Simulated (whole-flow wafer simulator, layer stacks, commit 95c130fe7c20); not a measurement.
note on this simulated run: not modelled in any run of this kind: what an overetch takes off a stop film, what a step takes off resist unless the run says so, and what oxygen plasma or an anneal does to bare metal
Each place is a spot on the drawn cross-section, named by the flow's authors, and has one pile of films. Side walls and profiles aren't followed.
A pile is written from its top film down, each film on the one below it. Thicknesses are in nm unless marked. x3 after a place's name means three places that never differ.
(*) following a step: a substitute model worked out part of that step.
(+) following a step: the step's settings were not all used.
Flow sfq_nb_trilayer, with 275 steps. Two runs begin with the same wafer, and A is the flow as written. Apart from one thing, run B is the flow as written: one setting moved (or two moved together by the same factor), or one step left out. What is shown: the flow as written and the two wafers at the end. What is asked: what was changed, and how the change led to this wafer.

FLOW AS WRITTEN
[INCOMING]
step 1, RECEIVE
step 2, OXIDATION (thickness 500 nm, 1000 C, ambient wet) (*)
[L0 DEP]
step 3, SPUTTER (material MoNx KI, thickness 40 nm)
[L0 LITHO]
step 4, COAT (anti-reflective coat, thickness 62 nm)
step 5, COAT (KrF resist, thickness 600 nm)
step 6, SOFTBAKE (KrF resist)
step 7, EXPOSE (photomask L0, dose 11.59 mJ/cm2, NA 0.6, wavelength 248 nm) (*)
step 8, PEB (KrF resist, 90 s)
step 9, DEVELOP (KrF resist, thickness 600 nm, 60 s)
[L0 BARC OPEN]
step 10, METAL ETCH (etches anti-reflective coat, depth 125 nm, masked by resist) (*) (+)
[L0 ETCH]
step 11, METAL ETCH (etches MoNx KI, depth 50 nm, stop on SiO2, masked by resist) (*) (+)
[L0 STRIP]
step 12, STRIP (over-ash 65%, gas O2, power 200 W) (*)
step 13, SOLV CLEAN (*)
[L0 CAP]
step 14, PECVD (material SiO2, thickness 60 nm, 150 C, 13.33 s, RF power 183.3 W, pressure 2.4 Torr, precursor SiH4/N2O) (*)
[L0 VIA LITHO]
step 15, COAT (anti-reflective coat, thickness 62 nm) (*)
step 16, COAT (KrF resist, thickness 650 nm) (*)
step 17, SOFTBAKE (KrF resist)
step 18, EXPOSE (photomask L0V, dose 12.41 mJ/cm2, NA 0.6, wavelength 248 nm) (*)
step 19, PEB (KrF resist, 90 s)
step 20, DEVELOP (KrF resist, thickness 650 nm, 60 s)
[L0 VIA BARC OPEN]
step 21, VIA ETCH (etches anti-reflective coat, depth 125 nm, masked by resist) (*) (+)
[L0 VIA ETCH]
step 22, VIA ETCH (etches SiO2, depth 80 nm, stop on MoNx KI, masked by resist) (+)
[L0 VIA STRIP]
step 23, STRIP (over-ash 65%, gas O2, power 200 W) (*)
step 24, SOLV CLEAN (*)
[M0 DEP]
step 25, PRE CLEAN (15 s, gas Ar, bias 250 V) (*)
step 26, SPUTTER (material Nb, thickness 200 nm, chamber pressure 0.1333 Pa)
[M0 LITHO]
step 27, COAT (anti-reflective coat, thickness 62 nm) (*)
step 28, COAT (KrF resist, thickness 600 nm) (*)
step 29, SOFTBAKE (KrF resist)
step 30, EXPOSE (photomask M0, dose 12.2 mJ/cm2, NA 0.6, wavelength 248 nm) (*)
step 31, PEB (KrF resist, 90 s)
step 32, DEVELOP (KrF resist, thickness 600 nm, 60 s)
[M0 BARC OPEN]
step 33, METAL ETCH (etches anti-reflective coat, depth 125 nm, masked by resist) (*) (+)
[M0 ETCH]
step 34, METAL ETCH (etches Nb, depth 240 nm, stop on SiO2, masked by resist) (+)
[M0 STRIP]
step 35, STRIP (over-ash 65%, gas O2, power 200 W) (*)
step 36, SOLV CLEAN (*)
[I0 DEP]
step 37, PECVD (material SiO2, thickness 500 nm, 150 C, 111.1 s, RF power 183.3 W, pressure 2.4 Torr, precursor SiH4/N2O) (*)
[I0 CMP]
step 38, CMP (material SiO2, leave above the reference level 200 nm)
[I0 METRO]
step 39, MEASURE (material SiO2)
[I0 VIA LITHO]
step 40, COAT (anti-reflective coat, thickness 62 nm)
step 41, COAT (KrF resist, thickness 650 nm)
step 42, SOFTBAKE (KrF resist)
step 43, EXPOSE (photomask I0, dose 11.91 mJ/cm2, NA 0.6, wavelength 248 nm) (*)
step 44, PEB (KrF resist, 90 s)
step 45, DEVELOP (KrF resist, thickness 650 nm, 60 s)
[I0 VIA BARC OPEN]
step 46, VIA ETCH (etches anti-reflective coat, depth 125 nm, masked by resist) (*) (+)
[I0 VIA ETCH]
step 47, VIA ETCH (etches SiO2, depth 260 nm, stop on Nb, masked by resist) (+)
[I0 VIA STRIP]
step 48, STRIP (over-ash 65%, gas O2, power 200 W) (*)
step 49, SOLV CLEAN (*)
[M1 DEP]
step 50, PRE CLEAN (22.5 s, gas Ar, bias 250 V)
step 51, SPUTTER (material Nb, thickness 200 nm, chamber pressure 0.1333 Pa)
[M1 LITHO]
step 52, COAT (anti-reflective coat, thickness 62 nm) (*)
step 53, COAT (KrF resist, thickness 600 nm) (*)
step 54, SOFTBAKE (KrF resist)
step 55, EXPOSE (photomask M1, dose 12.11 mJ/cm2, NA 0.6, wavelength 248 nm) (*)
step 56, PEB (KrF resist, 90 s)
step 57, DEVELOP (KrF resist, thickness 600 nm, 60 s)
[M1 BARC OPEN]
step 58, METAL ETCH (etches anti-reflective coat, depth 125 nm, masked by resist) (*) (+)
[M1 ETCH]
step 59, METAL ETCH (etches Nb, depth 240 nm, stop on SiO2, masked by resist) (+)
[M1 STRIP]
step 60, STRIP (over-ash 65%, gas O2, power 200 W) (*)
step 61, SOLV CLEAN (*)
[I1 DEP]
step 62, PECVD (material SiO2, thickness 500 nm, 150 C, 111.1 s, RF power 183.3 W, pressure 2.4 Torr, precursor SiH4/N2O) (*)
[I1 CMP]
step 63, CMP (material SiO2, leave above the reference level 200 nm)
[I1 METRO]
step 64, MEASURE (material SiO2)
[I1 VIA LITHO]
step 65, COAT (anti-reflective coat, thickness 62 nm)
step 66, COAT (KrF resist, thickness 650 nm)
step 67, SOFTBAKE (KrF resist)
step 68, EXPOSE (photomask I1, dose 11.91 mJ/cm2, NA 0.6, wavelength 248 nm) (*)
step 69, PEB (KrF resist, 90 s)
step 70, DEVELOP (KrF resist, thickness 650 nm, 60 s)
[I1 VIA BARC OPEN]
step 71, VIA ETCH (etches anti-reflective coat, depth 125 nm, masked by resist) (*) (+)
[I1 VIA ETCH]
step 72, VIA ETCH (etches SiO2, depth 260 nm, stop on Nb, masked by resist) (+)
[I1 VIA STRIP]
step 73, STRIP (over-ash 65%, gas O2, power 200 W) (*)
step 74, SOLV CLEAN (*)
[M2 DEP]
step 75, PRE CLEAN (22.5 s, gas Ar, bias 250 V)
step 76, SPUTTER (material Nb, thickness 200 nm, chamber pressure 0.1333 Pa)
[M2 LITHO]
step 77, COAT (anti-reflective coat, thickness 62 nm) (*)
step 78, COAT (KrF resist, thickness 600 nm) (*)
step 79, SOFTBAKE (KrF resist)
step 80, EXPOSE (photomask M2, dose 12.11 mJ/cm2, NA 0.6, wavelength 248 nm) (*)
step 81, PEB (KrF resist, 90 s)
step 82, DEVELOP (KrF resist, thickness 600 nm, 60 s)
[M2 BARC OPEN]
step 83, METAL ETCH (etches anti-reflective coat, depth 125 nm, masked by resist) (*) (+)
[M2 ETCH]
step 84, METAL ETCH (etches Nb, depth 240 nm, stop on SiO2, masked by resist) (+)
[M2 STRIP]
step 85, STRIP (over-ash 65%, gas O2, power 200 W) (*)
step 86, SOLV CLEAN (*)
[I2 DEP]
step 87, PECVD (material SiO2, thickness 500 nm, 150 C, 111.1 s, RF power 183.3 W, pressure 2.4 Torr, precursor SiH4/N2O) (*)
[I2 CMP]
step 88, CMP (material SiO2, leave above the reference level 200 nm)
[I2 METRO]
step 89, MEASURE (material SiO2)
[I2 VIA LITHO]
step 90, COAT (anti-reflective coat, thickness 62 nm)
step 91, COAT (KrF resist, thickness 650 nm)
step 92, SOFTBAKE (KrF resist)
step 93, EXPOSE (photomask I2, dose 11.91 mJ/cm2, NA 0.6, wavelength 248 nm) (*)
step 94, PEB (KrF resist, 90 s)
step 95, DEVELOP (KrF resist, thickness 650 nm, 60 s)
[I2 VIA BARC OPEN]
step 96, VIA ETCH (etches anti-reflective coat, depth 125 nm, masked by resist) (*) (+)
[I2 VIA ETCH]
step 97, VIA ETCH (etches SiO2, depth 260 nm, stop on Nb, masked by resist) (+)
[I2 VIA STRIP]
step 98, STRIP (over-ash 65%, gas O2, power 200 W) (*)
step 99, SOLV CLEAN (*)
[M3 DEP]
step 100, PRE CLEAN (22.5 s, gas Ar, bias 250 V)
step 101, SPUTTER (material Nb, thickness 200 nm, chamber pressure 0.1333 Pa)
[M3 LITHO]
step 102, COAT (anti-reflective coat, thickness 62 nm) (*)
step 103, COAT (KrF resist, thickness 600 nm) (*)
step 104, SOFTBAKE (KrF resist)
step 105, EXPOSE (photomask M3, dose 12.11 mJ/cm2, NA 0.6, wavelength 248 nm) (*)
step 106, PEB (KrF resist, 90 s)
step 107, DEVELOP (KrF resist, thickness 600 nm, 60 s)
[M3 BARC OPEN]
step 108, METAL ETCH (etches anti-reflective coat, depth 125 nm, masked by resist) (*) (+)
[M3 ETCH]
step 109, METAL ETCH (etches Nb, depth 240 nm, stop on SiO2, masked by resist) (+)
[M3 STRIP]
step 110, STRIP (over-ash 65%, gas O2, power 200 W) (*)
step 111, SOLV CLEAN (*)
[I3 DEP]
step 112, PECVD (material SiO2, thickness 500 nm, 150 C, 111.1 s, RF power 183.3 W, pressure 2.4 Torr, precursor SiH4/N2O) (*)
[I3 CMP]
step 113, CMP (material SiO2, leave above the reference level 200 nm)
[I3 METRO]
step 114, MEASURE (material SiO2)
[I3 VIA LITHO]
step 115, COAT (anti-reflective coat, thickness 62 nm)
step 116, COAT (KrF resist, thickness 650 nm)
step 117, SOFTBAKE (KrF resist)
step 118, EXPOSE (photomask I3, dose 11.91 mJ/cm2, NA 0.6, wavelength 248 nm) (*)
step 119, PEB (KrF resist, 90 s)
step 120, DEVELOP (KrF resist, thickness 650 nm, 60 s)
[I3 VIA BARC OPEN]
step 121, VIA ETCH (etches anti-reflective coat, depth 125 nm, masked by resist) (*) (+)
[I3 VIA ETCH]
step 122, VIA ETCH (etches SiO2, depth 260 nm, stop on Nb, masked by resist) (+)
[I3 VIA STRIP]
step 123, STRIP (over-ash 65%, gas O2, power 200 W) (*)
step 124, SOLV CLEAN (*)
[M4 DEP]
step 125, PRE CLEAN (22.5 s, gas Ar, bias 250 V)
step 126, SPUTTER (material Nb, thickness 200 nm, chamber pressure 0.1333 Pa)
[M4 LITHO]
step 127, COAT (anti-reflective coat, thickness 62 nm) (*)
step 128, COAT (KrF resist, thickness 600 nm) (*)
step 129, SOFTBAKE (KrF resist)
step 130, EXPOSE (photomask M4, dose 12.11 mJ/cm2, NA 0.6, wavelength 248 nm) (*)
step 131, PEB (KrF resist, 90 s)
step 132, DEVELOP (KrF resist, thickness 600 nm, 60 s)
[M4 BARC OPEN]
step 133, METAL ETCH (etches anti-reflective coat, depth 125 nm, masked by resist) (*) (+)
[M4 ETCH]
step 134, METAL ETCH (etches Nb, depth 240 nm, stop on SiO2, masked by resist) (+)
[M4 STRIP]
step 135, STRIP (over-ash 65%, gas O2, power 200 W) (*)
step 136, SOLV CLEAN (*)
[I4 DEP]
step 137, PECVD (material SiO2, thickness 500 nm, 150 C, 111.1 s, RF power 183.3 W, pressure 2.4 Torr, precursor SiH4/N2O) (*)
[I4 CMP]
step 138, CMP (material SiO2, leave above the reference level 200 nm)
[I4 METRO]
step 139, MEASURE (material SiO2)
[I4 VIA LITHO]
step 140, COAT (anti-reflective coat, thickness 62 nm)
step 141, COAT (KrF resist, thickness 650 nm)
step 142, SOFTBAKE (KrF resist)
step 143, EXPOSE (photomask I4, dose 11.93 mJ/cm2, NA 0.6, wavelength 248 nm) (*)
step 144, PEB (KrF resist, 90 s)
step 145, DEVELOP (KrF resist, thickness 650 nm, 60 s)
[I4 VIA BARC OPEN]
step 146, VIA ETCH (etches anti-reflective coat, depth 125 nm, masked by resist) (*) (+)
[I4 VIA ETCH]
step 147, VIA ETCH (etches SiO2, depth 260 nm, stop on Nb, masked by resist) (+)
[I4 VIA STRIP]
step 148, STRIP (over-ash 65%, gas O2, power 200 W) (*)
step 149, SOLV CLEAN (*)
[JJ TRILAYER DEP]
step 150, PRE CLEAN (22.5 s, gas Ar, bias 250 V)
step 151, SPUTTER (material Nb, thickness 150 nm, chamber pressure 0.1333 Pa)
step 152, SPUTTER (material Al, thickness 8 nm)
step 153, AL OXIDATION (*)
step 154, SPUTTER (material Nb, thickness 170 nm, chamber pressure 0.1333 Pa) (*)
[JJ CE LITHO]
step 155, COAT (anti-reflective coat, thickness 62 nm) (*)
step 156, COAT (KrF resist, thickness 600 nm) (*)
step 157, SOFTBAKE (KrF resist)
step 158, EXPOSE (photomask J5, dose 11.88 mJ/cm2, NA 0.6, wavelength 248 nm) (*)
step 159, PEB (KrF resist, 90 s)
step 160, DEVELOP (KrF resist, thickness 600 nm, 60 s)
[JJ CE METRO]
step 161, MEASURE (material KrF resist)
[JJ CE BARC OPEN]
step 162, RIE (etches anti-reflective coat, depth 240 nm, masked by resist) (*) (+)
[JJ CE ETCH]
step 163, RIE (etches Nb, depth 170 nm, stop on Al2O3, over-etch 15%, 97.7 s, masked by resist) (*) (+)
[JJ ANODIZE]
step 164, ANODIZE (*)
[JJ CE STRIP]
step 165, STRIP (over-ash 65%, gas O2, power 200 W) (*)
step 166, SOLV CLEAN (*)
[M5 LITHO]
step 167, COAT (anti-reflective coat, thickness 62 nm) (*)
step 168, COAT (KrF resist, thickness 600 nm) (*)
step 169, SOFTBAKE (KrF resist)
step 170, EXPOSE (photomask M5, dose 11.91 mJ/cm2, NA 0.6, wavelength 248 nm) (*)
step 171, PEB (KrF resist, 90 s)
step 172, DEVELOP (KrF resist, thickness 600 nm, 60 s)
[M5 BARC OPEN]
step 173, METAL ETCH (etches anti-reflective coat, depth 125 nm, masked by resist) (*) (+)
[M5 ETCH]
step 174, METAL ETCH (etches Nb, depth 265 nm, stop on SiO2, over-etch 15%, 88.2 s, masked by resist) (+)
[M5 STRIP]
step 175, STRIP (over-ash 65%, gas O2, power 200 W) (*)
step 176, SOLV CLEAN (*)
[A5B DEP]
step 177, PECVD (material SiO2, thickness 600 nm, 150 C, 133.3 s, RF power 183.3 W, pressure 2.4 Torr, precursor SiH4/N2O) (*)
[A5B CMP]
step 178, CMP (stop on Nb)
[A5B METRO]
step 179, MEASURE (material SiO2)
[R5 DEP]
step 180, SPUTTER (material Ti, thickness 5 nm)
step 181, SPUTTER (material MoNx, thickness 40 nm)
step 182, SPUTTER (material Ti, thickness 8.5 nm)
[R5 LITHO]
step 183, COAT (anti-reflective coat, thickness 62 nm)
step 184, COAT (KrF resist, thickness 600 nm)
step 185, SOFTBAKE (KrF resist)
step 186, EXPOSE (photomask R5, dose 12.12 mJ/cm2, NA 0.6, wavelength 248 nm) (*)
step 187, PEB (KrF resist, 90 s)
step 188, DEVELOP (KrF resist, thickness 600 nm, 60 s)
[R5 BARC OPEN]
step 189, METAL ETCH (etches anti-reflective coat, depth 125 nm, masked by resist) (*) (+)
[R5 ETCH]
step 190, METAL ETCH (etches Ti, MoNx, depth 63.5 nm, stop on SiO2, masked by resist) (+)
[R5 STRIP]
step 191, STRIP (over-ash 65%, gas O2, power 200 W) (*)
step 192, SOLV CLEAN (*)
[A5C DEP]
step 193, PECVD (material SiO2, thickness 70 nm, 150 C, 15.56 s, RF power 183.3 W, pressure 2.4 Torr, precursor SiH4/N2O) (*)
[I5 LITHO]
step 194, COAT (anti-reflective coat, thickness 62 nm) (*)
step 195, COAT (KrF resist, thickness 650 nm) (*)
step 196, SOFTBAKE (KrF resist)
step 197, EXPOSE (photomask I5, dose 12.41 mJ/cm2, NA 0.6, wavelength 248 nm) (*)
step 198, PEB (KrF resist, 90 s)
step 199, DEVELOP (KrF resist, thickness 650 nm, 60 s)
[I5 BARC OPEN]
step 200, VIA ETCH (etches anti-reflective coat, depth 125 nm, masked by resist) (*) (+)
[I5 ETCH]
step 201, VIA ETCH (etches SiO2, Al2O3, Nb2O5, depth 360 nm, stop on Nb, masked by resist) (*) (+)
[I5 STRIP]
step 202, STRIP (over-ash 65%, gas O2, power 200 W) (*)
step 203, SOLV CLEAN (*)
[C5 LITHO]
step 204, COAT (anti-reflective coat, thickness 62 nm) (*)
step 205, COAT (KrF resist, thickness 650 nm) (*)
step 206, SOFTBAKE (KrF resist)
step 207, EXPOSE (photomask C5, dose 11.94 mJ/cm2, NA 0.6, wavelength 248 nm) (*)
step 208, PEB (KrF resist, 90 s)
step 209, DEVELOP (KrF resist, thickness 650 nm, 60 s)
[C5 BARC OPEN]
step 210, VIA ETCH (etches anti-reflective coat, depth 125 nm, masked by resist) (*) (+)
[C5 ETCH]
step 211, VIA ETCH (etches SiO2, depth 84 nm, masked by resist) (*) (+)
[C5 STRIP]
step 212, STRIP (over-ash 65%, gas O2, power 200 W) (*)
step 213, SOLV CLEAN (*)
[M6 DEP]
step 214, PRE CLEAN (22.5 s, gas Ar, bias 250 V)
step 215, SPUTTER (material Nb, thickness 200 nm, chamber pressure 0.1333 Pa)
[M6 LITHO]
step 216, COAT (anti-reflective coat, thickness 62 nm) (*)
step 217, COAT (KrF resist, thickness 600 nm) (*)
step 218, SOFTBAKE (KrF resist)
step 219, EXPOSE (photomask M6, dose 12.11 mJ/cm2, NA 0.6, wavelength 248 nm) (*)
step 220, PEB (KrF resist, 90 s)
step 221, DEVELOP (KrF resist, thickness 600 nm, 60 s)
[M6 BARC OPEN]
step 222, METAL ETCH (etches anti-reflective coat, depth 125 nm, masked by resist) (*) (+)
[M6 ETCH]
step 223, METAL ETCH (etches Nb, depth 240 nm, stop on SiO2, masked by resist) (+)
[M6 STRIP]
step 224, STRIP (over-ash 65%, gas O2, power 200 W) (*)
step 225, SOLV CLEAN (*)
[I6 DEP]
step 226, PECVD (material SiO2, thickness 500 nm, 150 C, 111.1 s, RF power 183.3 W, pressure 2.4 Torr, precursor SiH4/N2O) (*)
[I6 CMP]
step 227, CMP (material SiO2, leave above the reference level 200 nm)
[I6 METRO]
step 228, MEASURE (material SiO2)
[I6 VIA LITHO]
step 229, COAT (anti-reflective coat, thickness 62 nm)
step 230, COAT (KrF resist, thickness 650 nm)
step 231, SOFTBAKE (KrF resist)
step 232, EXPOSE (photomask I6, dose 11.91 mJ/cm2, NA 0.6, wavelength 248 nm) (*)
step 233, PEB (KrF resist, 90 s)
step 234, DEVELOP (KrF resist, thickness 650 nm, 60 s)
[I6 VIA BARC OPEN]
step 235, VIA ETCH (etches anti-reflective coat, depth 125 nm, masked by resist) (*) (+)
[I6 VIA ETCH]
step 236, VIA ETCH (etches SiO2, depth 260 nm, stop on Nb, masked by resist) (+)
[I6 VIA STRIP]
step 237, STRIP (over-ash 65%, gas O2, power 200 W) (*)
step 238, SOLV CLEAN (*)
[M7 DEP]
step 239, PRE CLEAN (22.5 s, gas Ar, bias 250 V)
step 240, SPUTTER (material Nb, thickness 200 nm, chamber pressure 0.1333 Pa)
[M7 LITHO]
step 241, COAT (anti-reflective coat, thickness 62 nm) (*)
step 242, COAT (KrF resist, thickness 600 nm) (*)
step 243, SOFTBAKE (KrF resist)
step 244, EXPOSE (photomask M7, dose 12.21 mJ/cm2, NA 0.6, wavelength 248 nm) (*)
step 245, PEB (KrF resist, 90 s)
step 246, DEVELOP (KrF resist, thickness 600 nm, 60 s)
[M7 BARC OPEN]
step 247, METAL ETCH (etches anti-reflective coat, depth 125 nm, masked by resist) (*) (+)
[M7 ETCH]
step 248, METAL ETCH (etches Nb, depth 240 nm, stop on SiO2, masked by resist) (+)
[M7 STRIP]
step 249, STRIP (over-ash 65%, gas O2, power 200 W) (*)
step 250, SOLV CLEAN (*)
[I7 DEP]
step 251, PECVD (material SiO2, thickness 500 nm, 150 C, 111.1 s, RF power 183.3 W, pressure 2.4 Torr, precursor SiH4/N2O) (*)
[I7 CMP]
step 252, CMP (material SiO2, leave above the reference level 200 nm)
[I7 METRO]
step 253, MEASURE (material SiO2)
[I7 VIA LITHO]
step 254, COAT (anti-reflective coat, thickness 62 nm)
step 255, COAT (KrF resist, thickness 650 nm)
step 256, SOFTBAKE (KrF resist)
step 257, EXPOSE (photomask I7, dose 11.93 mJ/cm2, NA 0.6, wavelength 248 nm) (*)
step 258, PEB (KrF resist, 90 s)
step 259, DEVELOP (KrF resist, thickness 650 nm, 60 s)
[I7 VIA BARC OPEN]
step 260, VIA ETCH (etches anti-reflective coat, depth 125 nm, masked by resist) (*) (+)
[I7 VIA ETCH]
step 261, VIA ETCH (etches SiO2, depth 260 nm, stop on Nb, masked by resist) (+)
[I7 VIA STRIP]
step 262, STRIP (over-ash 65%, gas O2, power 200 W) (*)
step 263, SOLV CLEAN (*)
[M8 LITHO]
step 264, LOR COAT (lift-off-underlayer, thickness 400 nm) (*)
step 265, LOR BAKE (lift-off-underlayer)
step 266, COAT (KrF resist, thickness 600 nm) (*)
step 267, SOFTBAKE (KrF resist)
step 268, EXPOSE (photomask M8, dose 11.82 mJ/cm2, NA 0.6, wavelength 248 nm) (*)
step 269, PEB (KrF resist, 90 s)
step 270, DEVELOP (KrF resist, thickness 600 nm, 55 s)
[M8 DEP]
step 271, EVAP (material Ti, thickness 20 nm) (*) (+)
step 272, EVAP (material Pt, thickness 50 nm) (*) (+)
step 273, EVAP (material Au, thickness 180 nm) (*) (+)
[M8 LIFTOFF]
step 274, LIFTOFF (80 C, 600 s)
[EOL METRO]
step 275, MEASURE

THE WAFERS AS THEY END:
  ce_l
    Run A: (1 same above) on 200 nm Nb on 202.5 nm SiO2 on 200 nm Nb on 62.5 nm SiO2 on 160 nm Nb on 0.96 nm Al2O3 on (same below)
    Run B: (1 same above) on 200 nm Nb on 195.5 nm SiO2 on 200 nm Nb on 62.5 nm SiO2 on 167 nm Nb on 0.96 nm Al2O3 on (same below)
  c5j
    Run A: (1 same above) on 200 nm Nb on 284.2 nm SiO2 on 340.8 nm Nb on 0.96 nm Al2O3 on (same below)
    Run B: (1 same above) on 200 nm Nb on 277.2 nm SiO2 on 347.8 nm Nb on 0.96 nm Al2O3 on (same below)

The reason: step 190, METAL ETCH: depth 56.5 nm was run, whereas the flow has depth 63.5 nm.

Step by step, how the change led to this:
  step 190, METAL ETCH (etches Ti, MoNx, depth 63.5 nm, stop on SiO2, masked by resist) (+)
      be_r, r_sur, res, r_end, r5r_line_l, r5r_line_c, r5r_line_r: A KrF resist loses 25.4 | B KrF resist loses 22.6
      ce_l, c5j, ce_r, wl_jj: A Ti loses 8.5 (all of it), MoNx loses 40 (all of it), Ti loses 5 (all of it), Nb loses 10 | B Ti loses 8.5 (all of it), MoNx loses 40 (all of it), Ti loses 5 (all of it), Nb loses 3
  step 194, COAT (anti-reflective coat, thickness 62 nm) (*)
      jj_sur: A anti-reflective coat gains 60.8 (new film) | B anti-reflective coat gains 62.1 (new film)
      ce_l: A anti-reflective coat gains 67.2 (new film) | B anti-reflective coat gains 64 (new film)
      (also at 4 further places)
  step 202, STRIP (over-ash 65%, gas O2, power 200 W) (*)
      jj_sur: A KrF resist loses 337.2 (all of it), anti-reflective coat loses 60.8 (all of it) | B KrF resist loses 337.1 (all of it), anti-reflective coat loses 62.1 (all of it)
      ce_l: A KrF resist loses 341.5 (all of it), anti-reflective coat loses 67.2 (all of it) | B KrF resist loses 339 (all of it), anti-reflective coat loses 64 (all of it)
      (also at 4 further places)
  step 204, COAT (anti-reflective coat, thickness 62 nm) (*)
      ce_l: A anti-reflective coat gains 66 (new film) | B anti-reflective coat gains 62.9 (new film)
      c5j: A anti-reflective coat gains 63.9 (new film) | B anti-reflective coat gains 62.1 (new film)
      (also at 3 further places)
  step 210, VIA ETCH (etches anti-reflective coat, depth 125 nm, masked by resist) (*) (+)
      c5j: A anti-reflective coat loses 63.9 (all of it), SiO2 loses 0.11 | B anti-reflective coat loses 62.1 (all of it), SiO2 loses 0.12
  step 212, STRIP (over-ash 65%, gas O2, power 200 W) (*)
      ce_l: A KrF resist loses 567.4 (all of it), anti-reflective coat loses 66 (all of it) | B KrF resist loses 564.9 (all of it), anti-reflective coat loses 62.9 (all of it)
      ce_r: A KrF resist loses 573.7 (all of it), anti-reflective coat loses 67.2 (all of it) | B KrF resist loses 571.4 (all of it), anti-reflective coat loses 63.9 (all of it)
      (also at 2 further places)
  step 216, COAT (anti-reflective coat, thickness 62 nm) (*)
      jj_sur: A anti-reflective coat gains 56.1 (new film) | B anti-reflective coat gains 57.8 (new film)
      ce_l: A anti-reflective coat gains 48 (new film) | B anti-reflective coat gains 45.9 (new film)
      (also at 3 further places)
  step 224, STRIP (over-ash 65%, gas O2, power 200 W) (*)
      jj_sur: A KrF resist loses 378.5 (all of it), anti-reflective coat loses 56.1 (all of it) | B KrF resist loses 378.1 (all of it), anti-reflective coat loses 57.8 (all of it)
      ce_l: A KrF resist loses 397.1 (all of it), anti-reflective coat loses 48 (all of it) | B KrF resist loses 393.8 (all of it), anti-reflective coat loses 45.9 (all of it)
      (also at 3 further places)
  step 227, CMP (material SiO2, leave above the reference level 200 nm)
      ce_l, ce_r, wl_jj: A SiO2 loses 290 | B SiO2 loses 297
      c5j: A SiO2 loses 223 | B SiO2 loses 230
